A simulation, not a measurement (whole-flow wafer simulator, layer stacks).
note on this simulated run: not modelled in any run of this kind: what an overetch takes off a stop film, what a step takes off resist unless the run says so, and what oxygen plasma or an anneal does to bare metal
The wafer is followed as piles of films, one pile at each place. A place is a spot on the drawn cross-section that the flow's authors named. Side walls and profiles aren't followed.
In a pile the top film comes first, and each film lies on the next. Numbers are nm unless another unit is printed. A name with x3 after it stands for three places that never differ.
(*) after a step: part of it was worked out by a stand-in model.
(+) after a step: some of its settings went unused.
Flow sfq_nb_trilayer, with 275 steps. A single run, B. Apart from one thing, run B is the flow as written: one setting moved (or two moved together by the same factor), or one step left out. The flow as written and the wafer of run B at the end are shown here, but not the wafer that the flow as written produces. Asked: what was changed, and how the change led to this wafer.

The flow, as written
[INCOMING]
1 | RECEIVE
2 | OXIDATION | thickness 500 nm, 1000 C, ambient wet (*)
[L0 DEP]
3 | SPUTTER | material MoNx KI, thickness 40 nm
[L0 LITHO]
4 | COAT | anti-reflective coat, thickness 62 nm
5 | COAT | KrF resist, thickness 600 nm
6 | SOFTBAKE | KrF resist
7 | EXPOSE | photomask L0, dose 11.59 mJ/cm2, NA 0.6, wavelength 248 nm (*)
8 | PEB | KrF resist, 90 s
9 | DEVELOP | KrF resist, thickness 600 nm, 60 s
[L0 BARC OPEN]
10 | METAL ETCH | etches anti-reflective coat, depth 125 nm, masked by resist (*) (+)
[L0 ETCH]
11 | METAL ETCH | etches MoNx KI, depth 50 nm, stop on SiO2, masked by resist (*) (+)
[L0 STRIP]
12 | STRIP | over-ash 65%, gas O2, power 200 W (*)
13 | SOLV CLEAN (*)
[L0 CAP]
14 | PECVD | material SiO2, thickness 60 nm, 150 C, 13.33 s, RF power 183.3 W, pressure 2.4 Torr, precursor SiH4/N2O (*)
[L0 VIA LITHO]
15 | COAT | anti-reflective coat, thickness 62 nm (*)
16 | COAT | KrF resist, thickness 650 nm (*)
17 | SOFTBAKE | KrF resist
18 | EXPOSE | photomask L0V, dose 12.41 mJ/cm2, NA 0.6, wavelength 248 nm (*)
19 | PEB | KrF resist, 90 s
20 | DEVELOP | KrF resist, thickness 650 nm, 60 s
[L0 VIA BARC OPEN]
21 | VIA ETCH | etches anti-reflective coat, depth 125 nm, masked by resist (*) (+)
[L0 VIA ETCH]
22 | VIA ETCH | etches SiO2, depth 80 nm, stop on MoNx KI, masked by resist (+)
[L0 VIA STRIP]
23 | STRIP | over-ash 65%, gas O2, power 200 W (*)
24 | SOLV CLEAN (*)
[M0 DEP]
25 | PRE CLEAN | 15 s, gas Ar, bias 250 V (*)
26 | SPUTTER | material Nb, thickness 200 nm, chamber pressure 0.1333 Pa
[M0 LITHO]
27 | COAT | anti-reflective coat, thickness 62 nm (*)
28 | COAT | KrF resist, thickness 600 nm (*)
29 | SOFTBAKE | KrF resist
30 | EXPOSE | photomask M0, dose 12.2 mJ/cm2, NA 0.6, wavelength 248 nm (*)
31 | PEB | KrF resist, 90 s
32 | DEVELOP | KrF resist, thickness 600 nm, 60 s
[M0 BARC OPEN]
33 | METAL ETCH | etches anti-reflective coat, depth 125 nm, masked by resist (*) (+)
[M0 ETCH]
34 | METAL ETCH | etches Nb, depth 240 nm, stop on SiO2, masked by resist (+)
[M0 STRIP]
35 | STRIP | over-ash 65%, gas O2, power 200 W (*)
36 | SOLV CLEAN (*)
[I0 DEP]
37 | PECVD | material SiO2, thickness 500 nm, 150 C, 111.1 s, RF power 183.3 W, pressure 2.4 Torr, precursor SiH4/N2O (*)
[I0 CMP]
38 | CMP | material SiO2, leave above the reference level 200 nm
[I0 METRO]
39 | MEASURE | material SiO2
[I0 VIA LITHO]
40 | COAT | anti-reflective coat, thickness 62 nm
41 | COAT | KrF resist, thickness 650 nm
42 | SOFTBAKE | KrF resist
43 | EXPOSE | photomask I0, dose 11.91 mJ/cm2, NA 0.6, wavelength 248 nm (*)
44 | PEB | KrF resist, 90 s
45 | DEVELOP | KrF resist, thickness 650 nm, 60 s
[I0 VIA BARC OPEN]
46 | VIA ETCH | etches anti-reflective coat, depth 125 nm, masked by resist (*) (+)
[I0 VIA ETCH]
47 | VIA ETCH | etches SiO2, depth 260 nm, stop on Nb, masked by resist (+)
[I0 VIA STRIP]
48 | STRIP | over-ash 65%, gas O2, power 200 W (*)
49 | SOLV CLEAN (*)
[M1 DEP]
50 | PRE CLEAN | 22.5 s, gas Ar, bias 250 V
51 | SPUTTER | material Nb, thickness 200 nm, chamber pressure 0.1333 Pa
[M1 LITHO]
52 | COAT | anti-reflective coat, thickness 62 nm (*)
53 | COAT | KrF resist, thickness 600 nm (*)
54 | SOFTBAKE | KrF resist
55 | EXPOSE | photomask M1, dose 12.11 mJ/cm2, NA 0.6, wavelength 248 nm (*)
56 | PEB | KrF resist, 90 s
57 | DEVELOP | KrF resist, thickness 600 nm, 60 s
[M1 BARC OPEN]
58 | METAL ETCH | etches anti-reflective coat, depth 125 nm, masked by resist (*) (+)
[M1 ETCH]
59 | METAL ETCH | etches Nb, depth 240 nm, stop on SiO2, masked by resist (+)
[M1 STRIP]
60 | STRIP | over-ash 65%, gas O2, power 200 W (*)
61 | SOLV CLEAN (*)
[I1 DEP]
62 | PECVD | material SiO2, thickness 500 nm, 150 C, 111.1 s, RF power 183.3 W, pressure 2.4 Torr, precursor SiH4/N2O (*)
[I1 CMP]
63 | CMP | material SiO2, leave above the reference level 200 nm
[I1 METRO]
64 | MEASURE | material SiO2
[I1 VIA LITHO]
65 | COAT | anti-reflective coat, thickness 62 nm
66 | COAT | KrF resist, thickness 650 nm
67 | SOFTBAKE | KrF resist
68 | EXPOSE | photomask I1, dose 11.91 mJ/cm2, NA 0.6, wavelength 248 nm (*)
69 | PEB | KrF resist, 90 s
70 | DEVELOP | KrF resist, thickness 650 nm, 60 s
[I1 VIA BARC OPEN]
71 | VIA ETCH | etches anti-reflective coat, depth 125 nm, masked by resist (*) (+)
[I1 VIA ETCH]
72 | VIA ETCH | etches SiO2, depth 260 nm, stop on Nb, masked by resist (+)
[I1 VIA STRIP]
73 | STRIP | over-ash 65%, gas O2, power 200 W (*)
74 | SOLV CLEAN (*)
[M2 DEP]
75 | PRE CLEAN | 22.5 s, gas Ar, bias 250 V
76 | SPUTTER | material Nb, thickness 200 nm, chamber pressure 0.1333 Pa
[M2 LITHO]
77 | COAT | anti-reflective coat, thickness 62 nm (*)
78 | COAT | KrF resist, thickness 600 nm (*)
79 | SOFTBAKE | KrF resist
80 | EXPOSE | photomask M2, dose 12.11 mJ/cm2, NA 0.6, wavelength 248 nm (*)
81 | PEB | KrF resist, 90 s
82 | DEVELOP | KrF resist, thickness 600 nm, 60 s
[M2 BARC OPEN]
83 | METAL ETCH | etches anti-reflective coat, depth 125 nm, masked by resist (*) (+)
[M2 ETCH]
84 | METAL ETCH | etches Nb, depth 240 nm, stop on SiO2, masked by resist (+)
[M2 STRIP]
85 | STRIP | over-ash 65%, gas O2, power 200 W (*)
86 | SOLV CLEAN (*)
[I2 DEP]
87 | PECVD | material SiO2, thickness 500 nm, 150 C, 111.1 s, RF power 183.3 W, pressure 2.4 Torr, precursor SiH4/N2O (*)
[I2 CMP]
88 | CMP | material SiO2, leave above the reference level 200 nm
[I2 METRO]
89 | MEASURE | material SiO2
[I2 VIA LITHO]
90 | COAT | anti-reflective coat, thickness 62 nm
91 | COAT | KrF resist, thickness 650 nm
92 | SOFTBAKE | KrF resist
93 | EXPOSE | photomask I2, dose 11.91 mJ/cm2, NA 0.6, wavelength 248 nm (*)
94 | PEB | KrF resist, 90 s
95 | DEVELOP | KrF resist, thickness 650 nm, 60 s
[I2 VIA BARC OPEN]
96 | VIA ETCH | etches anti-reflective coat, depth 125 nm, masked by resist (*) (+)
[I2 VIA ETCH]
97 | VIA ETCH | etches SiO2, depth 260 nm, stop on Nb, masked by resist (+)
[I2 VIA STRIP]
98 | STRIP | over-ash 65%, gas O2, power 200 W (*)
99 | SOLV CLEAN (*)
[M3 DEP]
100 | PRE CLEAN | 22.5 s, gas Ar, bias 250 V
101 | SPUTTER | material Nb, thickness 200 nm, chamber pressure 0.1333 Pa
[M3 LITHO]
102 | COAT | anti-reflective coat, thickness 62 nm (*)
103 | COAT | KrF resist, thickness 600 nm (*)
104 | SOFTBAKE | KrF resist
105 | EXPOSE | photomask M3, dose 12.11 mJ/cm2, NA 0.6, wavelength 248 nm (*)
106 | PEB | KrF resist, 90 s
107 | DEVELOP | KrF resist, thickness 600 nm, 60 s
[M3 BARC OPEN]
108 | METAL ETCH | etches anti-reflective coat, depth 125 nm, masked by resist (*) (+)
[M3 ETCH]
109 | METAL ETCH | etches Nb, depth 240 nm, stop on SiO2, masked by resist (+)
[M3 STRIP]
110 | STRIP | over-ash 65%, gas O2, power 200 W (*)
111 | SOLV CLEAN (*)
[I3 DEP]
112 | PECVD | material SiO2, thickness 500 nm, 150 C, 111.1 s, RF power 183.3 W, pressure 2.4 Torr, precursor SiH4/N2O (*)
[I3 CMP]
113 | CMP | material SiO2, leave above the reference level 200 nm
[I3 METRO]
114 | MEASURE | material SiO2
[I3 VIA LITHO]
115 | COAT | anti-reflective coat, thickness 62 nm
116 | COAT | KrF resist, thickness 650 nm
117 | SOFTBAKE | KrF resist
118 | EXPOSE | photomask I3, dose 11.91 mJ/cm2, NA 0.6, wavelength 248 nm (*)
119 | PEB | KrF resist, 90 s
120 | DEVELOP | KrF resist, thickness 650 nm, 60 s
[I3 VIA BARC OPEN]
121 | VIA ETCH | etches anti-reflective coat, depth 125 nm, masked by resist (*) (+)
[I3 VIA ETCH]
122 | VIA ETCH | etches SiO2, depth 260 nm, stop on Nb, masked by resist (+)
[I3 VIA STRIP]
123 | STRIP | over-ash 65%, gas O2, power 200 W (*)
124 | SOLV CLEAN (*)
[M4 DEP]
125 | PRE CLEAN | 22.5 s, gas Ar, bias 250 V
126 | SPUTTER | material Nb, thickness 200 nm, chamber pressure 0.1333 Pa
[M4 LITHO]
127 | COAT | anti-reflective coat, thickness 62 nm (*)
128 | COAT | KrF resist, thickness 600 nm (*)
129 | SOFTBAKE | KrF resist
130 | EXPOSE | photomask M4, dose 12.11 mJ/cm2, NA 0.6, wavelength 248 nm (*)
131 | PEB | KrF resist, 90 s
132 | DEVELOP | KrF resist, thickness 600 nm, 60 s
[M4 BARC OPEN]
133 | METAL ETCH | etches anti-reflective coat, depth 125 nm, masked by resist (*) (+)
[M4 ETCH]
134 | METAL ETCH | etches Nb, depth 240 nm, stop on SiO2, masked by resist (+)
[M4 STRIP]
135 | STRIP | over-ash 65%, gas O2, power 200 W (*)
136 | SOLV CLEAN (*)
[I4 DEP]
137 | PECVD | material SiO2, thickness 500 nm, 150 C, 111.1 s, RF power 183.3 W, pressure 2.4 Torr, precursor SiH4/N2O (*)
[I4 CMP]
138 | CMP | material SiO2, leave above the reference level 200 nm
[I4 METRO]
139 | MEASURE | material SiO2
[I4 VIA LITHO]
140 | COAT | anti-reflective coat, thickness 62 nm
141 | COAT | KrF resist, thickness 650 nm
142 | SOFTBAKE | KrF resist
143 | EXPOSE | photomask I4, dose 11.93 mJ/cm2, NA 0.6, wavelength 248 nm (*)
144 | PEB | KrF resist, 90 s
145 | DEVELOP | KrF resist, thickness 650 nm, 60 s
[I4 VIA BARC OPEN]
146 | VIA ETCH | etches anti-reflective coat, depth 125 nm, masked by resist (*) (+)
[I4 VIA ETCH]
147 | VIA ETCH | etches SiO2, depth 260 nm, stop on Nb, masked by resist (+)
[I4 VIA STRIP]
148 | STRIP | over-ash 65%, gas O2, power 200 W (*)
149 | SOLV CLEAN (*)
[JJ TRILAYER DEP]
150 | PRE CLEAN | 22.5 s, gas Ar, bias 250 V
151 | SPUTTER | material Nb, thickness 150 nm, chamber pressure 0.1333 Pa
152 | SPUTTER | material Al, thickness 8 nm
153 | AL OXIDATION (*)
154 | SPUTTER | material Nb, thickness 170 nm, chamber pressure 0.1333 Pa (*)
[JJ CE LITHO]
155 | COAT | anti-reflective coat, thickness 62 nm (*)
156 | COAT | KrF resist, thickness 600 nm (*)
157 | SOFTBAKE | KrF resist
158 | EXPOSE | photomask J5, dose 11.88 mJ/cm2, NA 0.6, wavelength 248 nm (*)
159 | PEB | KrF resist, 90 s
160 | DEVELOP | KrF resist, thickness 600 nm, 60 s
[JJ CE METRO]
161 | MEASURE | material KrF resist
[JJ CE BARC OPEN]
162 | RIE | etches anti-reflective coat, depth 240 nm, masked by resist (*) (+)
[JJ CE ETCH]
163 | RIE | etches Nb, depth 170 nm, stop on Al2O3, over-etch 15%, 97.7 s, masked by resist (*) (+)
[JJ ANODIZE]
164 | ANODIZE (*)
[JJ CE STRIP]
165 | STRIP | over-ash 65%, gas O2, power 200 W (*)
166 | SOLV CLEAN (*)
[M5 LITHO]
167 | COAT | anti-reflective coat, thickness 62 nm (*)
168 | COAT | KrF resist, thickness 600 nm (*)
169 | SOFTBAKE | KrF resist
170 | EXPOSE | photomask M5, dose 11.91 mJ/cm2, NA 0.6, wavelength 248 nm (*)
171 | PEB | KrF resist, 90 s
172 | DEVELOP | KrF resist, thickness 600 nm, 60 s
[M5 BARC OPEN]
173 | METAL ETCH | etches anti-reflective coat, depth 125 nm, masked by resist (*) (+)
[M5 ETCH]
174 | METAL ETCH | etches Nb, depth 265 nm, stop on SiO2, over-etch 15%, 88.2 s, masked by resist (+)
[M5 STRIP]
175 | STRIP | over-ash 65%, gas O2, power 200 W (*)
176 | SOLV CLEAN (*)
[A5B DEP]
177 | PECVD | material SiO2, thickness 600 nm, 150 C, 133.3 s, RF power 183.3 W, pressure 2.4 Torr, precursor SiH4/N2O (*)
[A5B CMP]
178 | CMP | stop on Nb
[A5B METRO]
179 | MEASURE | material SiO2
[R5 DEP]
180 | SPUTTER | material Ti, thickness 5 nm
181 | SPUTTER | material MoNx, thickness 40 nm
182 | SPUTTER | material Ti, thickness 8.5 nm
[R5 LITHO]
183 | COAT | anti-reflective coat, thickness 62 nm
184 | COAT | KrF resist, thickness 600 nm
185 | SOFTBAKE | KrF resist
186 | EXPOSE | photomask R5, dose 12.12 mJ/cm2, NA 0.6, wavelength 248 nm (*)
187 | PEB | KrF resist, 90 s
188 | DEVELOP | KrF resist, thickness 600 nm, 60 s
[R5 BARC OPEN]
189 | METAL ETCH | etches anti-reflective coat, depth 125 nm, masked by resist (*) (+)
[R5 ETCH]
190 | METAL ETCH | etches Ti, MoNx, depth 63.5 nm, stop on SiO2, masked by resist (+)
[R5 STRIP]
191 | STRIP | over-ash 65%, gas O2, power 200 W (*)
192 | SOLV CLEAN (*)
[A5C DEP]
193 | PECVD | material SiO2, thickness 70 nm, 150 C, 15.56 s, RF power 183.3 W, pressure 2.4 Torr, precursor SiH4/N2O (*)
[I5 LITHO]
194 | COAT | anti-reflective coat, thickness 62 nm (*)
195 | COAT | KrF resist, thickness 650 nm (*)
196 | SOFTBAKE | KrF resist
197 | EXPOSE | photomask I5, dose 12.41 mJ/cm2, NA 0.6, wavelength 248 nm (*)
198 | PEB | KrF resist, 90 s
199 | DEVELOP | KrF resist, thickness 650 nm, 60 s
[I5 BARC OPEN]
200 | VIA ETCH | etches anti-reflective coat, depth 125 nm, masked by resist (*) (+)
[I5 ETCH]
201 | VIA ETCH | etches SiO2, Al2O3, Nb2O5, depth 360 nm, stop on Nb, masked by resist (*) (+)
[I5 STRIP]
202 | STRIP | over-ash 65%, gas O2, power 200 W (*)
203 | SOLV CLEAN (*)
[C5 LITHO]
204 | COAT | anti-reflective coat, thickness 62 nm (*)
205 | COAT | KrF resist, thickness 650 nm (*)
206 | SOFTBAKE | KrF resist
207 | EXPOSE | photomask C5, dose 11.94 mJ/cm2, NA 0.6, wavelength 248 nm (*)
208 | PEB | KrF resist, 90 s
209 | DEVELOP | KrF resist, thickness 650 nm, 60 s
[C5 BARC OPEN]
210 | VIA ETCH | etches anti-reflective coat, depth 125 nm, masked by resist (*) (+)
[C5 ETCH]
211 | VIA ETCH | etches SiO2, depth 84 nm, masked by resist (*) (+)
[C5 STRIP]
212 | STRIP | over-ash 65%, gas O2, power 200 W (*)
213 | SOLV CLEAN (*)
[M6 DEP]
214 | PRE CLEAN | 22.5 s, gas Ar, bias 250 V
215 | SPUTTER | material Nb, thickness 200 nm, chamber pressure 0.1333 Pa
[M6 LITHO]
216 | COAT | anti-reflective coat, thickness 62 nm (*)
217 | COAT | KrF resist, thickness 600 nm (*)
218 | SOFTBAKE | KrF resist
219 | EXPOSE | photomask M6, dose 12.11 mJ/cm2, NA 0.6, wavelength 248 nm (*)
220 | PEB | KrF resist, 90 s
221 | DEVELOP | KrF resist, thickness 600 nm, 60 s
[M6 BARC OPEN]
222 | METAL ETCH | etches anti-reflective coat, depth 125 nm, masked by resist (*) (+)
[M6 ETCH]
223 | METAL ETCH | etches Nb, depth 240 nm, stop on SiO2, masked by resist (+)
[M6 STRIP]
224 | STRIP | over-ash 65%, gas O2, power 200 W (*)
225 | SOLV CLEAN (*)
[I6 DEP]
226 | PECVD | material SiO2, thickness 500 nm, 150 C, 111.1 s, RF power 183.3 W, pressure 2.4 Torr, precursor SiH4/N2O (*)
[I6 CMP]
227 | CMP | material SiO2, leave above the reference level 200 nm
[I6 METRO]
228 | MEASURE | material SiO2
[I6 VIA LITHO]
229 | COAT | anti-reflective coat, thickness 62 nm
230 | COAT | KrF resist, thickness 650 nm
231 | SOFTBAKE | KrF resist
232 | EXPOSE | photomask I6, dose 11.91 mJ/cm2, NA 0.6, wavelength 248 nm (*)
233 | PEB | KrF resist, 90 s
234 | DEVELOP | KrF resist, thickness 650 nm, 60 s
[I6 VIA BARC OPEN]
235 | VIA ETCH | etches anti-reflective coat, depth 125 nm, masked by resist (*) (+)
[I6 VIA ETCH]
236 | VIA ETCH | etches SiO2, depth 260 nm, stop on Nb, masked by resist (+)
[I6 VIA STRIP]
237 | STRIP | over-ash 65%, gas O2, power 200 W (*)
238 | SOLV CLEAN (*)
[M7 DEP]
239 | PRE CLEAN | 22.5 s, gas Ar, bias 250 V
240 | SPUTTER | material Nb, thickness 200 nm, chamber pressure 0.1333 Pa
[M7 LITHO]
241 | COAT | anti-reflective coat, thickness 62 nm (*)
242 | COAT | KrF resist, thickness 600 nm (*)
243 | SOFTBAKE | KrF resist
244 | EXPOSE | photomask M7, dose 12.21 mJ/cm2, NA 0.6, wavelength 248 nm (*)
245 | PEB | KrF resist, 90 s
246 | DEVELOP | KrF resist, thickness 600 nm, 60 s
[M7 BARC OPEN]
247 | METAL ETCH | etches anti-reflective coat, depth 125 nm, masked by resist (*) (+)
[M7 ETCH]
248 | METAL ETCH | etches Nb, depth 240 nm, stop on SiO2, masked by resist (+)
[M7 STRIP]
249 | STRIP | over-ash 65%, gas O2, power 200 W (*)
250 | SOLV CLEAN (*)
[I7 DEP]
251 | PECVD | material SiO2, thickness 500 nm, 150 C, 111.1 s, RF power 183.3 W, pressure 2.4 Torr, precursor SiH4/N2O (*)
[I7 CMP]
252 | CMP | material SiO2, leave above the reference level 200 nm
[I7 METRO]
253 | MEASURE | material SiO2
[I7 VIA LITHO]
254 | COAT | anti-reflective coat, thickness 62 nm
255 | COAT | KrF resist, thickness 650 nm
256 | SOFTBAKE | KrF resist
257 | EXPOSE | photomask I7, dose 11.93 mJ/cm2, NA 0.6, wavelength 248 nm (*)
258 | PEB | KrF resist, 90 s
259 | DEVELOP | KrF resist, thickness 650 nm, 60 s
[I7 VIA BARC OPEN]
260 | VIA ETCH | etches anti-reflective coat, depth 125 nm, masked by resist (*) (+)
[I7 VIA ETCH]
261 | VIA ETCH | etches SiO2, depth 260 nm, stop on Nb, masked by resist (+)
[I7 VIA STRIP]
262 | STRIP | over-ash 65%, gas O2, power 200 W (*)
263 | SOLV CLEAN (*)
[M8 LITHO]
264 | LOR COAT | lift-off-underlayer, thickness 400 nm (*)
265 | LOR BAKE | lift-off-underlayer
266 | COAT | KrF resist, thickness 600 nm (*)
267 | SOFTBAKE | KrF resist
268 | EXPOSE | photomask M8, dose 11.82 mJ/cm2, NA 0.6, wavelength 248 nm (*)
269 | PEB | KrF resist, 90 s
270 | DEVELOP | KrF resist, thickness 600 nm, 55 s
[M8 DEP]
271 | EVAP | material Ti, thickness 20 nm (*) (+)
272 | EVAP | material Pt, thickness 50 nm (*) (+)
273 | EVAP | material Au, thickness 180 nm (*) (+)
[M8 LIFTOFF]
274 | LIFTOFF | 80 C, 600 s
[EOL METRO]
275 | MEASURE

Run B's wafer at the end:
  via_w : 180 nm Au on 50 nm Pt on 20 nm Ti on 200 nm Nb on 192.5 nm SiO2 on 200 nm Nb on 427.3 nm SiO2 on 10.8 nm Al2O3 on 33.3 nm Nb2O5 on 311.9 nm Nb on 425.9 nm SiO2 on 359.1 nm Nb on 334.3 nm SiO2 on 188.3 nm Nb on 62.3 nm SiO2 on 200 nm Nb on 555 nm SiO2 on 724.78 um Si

The reason: step 47, VIA ETCH: depth 130 nm was run, whereas the flow has depth 260 nm.

How this came from the change, step by step:
  47 | VIA ETCH | etches SiO2, depth 260 nm, stop on Nb, masked by resist (+)
      via_w: -130 SiO2 (as written it would have been: -199.8 SiO2 (all of it))
      field_l, v_sur, via_wl and 102 more: -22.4 KrF resist (as written it would have been: -44.8 KrF resist)
  48 | STRIP | over-ash 65%, gas O2, power 200 W (*)
      field_l, v_sur, via_wl and 102 more: -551 KrF resist (all of it), -62 anti-reflective coat (all of it) (as written it would have been: -528.6 KrF resist (all of it), -62 anti-reflective coat (all of it))
  50 | PRE CLEAN | 22.5 s, gas Ar, bias 250 V
      via_w: -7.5 SiO2 (as written it would have been: -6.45 Nb)
  51 | SPUTTER | material Nb, thickness 200 nm, chamber pressure 0.1333 Pa
      via_w: +188.3 Nb (new film) (as written it would have been: +174.5 Nb)
  52 | COAT | anti-reflective coat, thickness 62 nm (*)
      via_wl: +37 anti-reflective coat (new film) (as written it would have been: +33.8 anti-reflective coat (new film))
      via_w: +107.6 anti-reflective coat (new film) (as written it would have been: +123.1 anti-reflective coat (new film))
      (also at 1 further place)
  53 | COAT | KrF resist, thickness 600 nm (*)
      via_w: +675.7 KrF resist (new film) (as written it would have been: +731.8 KrF resist (new film))
  60 | STRIP | over-ash 65%, gas O2, power 200 W (*)
      via_wl: -390.9 KrF resist (all of it), -37 anti-reflective coat (all of it) (as written it would have been: -385.5 KrF resist (all of it), -33.8 anti-reflective coat (all of it))
      via_w: -457.9 KrF resist (all of it), -107.6 anti-reflective coat (all of it) (as written it would have been: -513.8 KrF resist (all of it), -123.1 anti-reflective coat (all of it))
      (also at 1 further place)
  62 | PECVD | material SiO2, thickness 500 nm, 150 C, 111.1 s, RF power 183.3 W, pressure 2.4 Torr, precursor SiH4/N2O (*)
      via_w: +500 SiO2 (new film) (as written it would have been: +606 SiO2 (new film))
  63 | CMP | material SiO2, leave above the reference level 200 nm
      via_w: -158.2 SiO2 (as written it would have been: -181.6 SiO2)
Taking metal films that touch as one body, via_w has 6 bodies (between them, from the top down: SiO2 192.5; SiO2 427.3 / Al2O3 10.8 / Nb2O5 33.3; SiO2 425.9; SiO2 334.3; SiO2 62.3); the flow as written gives 5 bodies (between them, from the top down: SiO2 192.5; SiO2 427.3 / Al2O3 10.8 / Nb2O5 33.3; SiO2 425.9; SiO2 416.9).
